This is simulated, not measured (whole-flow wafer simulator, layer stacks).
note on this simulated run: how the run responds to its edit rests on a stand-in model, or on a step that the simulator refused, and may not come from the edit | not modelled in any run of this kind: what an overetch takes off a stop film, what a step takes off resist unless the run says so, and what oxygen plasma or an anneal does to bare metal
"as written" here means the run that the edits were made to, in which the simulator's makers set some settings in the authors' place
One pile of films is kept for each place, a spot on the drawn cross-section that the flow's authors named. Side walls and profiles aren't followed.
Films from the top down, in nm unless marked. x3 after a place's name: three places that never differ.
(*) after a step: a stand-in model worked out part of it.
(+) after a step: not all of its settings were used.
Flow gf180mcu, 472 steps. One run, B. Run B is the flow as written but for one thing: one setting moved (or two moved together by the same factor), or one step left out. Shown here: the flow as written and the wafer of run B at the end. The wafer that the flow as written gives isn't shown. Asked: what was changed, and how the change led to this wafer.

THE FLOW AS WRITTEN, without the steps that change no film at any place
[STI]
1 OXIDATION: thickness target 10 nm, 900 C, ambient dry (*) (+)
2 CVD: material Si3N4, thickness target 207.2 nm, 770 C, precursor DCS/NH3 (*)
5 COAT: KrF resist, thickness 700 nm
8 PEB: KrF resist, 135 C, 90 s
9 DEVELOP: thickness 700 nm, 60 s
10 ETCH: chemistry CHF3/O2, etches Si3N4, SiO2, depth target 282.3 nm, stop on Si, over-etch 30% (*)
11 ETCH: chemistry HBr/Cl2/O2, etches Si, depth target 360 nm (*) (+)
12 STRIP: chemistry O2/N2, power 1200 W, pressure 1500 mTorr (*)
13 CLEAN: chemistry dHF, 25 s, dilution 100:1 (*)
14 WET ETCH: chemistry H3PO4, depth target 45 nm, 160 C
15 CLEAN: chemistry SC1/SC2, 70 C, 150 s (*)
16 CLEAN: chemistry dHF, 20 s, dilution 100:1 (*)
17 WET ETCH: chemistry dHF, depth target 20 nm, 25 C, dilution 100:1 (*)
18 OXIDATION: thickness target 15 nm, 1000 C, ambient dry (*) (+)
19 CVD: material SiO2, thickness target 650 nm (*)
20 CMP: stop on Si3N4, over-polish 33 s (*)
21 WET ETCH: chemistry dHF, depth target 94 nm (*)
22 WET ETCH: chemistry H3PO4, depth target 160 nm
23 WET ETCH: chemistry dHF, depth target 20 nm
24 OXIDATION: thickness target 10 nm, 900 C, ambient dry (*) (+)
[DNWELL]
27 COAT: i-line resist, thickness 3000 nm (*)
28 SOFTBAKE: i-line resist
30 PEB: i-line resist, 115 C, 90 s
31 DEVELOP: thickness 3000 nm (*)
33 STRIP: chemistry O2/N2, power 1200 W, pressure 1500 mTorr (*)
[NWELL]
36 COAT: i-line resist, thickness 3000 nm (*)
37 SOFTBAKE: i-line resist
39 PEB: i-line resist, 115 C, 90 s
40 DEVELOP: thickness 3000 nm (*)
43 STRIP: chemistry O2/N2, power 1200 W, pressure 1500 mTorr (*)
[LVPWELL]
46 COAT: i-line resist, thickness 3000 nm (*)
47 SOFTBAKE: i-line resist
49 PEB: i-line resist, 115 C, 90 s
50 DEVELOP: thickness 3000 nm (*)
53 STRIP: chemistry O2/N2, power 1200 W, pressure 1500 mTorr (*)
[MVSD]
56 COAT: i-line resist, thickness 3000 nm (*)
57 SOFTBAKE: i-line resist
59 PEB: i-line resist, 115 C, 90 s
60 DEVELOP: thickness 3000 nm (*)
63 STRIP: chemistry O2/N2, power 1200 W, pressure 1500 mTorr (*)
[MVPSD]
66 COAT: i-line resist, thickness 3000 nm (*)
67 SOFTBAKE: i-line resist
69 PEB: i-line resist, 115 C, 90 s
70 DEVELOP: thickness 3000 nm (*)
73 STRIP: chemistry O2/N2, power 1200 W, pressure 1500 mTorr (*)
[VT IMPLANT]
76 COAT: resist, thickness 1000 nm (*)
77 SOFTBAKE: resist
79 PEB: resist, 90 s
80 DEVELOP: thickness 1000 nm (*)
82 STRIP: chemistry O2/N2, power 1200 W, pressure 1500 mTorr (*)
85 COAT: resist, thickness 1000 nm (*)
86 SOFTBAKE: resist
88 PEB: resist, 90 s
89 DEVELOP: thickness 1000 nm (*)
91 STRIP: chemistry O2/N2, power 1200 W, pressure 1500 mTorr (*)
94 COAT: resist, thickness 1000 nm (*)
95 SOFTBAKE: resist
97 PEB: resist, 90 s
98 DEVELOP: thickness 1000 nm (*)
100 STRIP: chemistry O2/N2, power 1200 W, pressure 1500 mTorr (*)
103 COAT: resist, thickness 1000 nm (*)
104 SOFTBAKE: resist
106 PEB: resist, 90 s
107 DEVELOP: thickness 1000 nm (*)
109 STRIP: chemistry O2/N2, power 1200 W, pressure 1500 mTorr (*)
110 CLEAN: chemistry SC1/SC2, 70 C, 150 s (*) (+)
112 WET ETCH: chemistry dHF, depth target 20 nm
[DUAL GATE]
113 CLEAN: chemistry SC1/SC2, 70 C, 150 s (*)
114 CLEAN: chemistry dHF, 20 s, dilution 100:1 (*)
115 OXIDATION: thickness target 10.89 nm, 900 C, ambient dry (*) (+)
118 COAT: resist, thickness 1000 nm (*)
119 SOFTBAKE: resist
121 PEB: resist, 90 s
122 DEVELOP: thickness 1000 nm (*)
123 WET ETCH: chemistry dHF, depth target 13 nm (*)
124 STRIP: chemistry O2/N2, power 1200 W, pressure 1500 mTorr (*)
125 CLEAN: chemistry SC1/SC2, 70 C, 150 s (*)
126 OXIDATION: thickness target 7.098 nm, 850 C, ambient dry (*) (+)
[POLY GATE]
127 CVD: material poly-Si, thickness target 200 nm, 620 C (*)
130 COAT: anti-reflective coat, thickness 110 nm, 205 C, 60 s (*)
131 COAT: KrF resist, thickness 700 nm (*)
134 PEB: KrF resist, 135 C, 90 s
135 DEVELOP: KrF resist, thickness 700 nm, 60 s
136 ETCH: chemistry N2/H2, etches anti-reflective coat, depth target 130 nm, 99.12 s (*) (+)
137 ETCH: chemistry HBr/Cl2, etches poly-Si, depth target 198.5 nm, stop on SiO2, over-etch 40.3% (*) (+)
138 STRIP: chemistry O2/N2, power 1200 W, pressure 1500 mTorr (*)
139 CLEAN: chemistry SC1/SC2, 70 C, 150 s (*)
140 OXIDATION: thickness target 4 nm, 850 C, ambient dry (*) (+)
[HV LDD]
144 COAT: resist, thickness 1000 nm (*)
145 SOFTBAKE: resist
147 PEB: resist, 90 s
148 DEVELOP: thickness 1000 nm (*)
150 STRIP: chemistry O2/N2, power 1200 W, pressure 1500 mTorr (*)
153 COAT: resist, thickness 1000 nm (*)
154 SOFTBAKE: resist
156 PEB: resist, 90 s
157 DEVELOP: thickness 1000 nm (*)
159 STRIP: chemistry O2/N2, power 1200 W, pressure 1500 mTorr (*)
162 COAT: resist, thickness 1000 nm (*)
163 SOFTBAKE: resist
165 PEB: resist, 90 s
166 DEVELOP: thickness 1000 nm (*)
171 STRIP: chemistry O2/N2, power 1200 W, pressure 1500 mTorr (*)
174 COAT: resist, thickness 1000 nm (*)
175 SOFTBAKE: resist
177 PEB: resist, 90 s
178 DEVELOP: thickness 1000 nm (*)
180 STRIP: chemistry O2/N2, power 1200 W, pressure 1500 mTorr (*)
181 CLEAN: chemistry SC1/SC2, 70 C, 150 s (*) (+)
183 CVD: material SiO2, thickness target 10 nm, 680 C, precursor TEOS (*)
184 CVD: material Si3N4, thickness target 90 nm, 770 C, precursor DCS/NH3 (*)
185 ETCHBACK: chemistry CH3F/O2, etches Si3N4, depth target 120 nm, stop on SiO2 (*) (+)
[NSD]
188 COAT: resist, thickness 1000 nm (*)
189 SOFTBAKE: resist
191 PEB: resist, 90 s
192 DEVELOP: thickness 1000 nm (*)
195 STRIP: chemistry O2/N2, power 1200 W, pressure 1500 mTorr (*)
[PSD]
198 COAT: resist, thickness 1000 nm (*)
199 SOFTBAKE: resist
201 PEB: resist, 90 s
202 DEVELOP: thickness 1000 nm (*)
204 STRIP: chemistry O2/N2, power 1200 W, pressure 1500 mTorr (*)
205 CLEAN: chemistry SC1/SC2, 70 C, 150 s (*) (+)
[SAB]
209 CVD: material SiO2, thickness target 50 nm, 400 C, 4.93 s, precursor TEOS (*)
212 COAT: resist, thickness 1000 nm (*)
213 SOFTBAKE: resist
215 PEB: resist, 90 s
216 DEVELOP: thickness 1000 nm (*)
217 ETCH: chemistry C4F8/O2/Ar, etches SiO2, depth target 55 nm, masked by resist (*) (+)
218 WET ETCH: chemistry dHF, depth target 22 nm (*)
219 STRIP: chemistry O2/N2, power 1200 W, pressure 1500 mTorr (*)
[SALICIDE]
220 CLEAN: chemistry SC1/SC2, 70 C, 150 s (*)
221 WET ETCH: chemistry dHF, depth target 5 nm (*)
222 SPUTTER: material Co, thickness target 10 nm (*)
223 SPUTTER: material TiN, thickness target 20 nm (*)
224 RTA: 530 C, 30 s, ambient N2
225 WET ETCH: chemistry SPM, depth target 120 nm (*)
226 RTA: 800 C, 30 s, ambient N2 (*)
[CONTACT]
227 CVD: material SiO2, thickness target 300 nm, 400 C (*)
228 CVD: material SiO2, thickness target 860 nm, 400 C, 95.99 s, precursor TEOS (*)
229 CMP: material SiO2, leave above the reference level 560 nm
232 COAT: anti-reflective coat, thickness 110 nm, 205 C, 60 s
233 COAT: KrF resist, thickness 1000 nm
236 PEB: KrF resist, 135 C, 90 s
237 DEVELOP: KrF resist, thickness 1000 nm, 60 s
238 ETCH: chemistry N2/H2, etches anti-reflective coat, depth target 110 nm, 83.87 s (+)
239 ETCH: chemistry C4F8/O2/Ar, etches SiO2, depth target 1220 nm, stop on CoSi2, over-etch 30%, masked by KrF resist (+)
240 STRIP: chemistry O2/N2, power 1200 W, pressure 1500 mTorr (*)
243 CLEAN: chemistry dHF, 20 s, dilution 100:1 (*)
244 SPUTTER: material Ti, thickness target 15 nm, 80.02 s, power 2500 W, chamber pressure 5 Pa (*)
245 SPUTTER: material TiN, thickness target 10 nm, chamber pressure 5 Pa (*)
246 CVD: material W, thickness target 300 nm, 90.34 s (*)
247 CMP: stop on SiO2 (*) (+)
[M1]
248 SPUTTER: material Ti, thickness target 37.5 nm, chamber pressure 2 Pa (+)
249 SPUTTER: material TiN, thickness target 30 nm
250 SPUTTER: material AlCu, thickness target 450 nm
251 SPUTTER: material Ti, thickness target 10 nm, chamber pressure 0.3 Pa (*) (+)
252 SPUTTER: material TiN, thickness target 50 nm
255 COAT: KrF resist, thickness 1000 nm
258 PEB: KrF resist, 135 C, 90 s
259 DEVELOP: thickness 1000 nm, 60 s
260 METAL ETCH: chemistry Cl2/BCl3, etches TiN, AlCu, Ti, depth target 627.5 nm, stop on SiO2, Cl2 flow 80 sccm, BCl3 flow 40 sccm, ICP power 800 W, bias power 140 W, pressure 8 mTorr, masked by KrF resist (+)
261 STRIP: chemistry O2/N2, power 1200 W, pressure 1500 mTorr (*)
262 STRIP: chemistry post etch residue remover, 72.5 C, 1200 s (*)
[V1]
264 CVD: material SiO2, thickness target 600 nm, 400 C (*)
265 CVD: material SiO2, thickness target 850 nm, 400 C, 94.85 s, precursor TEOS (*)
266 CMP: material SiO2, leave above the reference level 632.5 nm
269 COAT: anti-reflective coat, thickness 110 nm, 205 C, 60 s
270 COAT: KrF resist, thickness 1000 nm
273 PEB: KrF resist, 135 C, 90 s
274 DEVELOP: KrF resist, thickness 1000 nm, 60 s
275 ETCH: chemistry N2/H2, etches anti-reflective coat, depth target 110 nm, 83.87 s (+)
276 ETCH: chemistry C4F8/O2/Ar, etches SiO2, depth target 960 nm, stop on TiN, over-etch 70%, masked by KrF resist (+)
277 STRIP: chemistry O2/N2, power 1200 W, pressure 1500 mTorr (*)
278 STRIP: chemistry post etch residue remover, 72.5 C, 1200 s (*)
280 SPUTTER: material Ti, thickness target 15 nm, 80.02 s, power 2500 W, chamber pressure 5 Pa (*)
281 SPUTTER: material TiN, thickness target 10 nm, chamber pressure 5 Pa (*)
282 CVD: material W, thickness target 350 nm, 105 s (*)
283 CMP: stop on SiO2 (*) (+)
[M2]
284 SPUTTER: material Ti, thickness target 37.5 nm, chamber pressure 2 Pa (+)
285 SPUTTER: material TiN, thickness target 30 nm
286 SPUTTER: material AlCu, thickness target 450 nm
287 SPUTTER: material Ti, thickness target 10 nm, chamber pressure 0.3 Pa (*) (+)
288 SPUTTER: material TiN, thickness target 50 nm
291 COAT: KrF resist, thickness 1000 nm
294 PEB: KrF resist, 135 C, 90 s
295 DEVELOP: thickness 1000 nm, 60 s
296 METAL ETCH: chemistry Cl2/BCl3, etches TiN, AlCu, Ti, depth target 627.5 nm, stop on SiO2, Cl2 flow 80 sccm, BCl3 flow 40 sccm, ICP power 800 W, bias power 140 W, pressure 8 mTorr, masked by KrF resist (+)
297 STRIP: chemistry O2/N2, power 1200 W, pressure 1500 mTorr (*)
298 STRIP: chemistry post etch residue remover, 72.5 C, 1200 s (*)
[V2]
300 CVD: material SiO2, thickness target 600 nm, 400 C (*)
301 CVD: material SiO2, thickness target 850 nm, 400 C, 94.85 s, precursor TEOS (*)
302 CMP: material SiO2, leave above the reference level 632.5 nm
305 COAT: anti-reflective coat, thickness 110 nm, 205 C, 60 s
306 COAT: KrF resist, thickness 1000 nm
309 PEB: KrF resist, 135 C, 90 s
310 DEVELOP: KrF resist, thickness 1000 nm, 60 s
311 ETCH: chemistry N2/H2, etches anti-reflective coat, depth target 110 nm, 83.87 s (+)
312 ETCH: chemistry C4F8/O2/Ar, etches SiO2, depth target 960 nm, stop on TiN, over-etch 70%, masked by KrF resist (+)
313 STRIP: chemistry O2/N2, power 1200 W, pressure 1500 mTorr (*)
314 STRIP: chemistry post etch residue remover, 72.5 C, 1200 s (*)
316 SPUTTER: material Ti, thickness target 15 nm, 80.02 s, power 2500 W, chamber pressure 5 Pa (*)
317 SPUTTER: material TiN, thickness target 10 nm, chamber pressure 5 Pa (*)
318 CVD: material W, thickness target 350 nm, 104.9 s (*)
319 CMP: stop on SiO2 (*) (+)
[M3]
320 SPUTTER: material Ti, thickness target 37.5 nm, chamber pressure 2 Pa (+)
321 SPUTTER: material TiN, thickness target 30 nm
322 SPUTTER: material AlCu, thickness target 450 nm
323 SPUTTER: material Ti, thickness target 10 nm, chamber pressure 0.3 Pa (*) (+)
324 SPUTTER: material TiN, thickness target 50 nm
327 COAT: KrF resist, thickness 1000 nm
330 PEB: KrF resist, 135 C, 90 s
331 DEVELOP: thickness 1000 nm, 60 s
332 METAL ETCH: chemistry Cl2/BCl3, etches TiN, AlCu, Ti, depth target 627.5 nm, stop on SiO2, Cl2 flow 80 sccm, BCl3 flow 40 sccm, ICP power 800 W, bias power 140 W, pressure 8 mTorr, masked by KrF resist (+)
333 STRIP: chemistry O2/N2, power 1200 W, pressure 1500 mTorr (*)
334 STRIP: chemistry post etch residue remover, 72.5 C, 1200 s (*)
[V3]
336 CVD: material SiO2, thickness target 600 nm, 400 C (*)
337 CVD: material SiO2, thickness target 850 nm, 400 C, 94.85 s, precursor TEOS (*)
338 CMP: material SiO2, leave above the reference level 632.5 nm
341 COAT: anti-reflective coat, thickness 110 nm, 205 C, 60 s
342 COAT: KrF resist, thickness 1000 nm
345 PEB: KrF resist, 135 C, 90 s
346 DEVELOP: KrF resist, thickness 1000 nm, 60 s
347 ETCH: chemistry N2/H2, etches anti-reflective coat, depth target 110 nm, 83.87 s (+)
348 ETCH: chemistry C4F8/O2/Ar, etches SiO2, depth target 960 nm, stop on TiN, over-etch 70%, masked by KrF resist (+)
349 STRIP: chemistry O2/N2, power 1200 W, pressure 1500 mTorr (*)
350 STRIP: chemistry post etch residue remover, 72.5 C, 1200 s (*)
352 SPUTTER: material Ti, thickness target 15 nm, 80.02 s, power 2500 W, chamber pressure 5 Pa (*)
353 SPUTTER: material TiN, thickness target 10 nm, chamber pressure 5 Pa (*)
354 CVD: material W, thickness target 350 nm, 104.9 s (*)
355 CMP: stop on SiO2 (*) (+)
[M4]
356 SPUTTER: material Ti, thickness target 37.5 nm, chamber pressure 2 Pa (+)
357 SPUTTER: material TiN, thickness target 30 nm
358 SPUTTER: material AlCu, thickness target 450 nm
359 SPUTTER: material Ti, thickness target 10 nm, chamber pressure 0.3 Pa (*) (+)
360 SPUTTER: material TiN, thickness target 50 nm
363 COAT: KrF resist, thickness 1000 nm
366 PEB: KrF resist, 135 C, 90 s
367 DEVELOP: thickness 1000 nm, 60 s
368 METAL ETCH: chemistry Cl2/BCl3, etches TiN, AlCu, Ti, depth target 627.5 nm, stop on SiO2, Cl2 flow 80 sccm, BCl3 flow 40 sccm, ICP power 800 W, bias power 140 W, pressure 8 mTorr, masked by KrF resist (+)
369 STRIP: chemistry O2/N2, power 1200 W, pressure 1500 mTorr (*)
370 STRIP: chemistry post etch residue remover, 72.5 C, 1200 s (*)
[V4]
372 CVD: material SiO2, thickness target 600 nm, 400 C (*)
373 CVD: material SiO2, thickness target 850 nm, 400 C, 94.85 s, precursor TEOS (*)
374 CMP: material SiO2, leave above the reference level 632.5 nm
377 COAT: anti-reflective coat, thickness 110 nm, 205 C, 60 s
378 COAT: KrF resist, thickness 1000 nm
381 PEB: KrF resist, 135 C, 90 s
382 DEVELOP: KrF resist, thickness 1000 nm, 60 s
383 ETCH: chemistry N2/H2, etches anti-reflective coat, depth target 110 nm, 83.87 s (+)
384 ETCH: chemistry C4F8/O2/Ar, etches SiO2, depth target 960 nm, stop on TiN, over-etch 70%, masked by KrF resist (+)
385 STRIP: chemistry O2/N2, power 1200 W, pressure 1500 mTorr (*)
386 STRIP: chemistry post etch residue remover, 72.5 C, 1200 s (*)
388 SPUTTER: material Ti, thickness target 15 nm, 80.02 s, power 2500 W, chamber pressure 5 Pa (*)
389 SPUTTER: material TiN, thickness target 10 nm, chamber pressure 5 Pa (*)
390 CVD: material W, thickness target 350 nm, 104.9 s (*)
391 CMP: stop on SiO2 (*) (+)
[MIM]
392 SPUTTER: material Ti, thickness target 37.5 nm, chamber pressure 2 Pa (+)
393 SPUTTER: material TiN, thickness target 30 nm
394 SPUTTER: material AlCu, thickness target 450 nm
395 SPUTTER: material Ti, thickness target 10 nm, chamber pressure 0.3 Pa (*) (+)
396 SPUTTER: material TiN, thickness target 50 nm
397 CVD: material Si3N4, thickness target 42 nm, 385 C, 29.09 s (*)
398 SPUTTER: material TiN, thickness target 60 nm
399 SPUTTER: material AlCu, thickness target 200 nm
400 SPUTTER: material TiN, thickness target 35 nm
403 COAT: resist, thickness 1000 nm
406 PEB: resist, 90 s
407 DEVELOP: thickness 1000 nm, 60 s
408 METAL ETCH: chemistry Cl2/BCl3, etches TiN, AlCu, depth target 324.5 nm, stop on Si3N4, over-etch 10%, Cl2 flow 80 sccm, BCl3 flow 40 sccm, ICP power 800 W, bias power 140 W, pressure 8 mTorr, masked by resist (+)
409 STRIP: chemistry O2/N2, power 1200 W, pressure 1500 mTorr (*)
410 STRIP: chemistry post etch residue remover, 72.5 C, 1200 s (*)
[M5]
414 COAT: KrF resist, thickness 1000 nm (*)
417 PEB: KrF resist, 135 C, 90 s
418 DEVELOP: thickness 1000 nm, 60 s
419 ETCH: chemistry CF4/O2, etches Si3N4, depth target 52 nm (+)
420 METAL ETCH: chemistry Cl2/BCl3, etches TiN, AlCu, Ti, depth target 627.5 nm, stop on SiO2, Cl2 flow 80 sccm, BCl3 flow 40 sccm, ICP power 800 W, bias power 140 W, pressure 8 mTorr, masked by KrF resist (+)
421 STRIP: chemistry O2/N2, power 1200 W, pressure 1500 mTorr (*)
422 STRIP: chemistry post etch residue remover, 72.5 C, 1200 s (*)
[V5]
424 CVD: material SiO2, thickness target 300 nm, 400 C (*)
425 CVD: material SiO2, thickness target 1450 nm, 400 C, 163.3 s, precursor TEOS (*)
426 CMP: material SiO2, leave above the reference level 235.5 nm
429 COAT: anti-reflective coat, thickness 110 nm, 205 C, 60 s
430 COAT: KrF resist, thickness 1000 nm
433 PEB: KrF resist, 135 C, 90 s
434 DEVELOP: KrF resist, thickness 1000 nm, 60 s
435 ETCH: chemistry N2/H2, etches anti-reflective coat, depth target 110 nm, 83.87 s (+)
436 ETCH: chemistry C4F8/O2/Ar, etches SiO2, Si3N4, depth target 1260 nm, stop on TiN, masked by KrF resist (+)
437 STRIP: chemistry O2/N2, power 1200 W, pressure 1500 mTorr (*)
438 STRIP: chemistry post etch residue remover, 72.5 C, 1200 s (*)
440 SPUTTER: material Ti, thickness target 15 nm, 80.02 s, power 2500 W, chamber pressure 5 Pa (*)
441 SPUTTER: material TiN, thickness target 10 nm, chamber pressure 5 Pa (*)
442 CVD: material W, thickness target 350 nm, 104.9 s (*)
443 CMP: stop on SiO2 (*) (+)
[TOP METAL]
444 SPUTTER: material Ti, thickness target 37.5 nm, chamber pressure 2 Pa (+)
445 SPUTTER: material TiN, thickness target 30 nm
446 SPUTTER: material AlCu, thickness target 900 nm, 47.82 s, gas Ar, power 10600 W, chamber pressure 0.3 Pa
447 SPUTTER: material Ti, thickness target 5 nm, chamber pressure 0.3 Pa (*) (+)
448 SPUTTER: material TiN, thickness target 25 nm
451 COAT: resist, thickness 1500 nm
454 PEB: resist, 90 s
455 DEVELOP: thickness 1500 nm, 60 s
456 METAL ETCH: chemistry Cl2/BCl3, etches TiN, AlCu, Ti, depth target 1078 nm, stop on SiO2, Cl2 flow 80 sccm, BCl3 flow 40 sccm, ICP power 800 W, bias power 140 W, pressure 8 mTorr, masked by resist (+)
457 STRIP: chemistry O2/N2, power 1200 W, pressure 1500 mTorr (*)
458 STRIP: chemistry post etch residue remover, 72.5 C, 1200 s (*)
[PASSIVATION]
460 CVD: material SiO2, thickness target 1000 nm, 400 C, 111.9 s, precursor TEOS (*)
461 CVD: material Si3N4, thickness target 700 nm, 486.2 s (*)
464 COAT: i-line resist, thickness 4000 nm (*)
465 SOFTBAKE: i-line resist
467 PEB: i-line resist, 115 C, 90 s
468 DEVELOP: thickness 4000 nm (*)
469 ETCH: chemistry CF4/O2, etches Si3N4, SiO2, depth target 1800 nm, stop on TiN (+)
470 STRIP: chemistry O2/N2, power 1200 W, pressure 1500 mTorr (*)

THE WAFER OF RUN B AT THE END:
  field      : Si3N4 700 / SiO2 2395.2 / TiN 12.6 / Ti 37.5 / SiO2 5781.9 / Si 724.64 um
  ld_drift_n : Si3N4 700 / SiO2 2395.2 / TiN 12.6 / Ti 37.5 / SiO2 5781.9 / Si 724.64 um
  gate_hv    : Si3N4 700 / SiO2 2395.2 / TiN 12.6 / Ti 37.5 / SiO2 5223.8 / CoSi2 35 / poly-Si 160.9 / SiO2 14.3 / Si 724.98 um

The cause: step 420, METAL ETCH: depth target 525.5 nm was run, where the flow has depth target 627.5 nm.

How the change led to this, step by step:
  420 METAL ETCH: chemistry Cl2/BCl3, etches TiN, AlCu, Ti, depth target 627.5 nm, stop on SiO2, Cl2 flow 80 sccm, BCl3 flow 40 sccm, ICP power 800 W, bias power 140 W, pressure 8 mTorr, masked by KrF resist (+)
      field, field__w1, field__w2 and 101 more: TiN -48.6 (all of it), Ti -10 (all of it), AlCu -450 (all of it), TiN -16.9 (as written it would be: TiN -48.6 (all of it), Ti -10 (all of it), AlCu -450 (all of it), TiN -30 (all of it), Ti -37.5 (all of it))
      field__w4, field__w8, contact, m1, m1__w1, mim, mim_1p0, m1_nw: KrF resist -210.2 (as written it would be: KrF resist -251)
  421 STRIP: chemistry O2/N2, power 1200 W, pressure 1500 mTorr (*)
      field__w8, m1__w1: KrF resist -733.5 (all of it) (as written it would be: KrF resist -692.7 (all of it))
      contact, m1: KrF resist -734 (all of it) (as written it would be: KrF resist -693.2 (all of it))
      (and at 4 more places)
  424 CVD: material SiO2, thickness target 300 nm, 400 C (*)
      field, field__w1, field__w2 and 101 more: SiO2 +300 (new film) (as written it would be: SiO2 +300)
  426 CMP: material SiO2, leave above the reference level 235.5 nm
      field, field__w1, field__w5 and 92 more: SiO2 -351 (as written it would be: SiO2 -300.8)
      field__w2, field__w3, field__w12 and 6 more: SiO2 -325.1 (as written it would be: SiO2 -272.7)
Counting metal films that touch as one body, field has 1 body; the flow as written gives 0 bodies.
Counting metal films that touch as one body, ld_drift_n has 1 body; the flow as written gives 0 bodies.
Counting metal films that touch as one body, gate_hv has 2 bodies (between them, from the top down: SiO2 5223.8); the flow as written gives 1 body.
